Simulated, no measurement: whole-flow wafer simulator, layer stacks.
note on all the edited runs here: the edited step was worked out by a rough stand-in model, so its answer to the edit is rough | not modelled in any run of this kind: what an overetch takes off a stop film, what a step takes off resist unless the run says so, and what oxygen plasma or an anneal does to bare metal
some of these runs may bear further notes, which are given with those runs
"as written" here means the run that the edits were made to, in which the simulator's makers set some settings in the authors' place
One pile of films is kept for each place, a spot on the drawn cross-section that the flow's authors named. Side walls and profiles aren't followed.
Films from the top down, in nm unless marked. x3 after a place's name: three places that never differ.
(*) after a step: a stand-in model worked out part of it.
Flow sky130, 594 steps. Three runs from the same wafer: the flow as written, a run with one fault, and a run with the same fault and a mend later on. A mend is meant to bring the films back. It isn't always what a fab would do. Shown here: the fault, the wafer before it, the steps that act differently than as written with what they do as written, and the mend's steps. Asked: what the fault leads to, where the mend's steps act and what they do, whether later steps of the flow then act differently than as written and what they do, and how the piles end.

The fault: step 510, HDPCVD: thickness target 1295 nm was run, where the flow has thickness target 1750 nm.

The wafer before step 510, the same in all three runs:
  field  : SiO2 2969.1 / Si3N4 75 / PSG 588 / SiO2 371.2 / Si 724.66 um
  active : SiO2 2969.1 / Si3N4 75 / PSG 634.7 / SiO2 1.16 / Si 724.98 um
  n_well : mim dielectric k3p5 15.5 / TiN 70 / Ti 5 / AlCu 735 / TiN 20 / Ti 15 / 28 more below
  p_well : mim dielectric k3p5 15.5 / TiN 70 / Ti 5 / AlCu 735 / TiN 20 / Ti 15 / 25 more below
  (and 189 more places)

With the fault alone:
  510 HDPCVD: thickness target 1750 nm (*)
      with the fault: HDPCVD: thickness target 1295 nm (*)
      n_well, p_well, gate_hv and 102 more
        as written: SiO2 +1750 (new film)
        with the fault: SiO2 +1295 (new film)
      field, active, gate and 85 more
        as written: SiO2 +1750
        with the fault: SiO2 +1295
  Later steps of the flow that act differently than as written (23 more steps differ only slightly, by at most 2% or 0.5 nm, whichever is larger, and aren't shown):
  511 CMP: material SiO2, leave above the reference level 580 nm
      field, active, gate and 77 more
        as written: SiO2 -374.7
        with the fault: nothing
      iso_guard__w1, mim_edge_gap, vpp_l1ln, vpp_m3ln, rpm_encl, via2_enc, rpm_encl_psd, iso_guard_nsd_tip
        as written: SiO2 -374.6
        with the fault: nothing
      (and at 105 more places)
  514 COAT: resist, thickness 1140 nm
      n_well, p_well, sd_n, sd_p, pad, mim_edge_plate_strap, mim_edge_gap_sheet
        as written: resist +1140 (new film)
        with the fault: resist +1060.2 (new film)
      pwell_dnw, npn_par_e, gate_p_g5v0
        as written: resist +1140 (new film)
        with the fault: resist +1098.8 (new film)
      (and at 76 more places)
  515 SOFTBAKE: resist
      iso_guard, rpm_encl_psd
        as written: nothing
        with the fault: resist +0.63
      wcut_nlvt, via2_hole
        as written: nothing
        with the fault: resist +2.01
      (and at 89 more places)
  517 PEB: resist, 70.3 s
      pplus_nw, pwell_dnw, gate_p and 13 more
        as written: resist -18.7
        with the fault: resist -18
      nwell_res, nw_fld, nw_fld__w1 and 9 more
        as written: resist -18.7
        with the fault: resist -17.9
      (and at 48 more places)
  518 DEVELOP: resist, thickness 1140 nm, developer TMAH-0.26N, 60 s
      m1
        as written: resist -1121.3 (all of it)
        with the fault: resist -1068.3 (all of it)
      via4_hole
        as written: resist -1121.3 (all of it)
        with the fault: resist -1059.8 (all of it)
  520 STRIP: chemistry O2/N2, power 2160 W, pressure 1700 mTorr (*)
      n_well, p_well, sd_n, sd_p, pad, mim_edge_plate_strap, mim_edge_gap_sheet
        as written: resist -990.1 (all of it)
        with the fault: resist -911.9 (all of it)
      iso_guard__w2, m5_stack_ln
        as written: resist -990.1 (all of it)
        with the fault: resist -934.2 (all of it)
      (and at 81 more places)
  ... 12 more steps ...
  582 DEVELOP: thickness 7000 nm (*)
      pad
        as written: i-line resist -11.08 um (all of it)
        with the fault: i-line resist -11.1 um (all of it)
  At the end the piles differ from the flow's by more than 2% or 0.5 nm, whichever is larger, at field, active, gate and 86 more.
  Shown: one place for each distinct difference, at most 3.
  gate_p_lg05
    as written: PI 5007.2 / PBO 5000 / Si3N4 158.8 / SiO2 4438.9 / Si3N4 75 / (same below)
    with the fault: PI 5005.1 / PBO 5000 / Si3N4 158.8 / SiO2 125.2 / W 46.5 / TiN 20 / SiO2 4264.1 / Si3N4 75 / (same below)
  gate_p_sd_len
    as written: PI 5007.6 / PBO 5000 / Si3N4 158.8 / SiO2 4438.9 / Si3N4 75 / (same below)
    with the fault: PI 5005.1 / PBO 5000 / Si3N4 158.8 / SiO2 125.2 / W 46.5 / TiN 20 / SiO2 4264.1 / Si3N4 75 / (same below)
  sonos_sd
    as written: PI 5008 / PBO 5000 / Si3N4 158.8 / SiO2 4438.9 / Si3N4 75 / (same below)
    with the fault: PI 5001.8 / PBO 5000 / Si3N4 158.8 / SiO2 125.2 / W 46.5 / TiN 20 / SiO2 4264.1 / Si3N4 75 / (same below)

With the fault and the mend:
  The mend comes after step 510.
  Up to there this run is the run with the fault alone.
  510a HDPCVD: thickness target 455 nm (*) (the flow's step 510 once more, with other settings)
      field, active, n_well and 190 more
        SiO2 +455
  No later step of the flow acts differently than as written at any place that is followed.
  At the end the piles are the same as the flow's at every place that both follow.
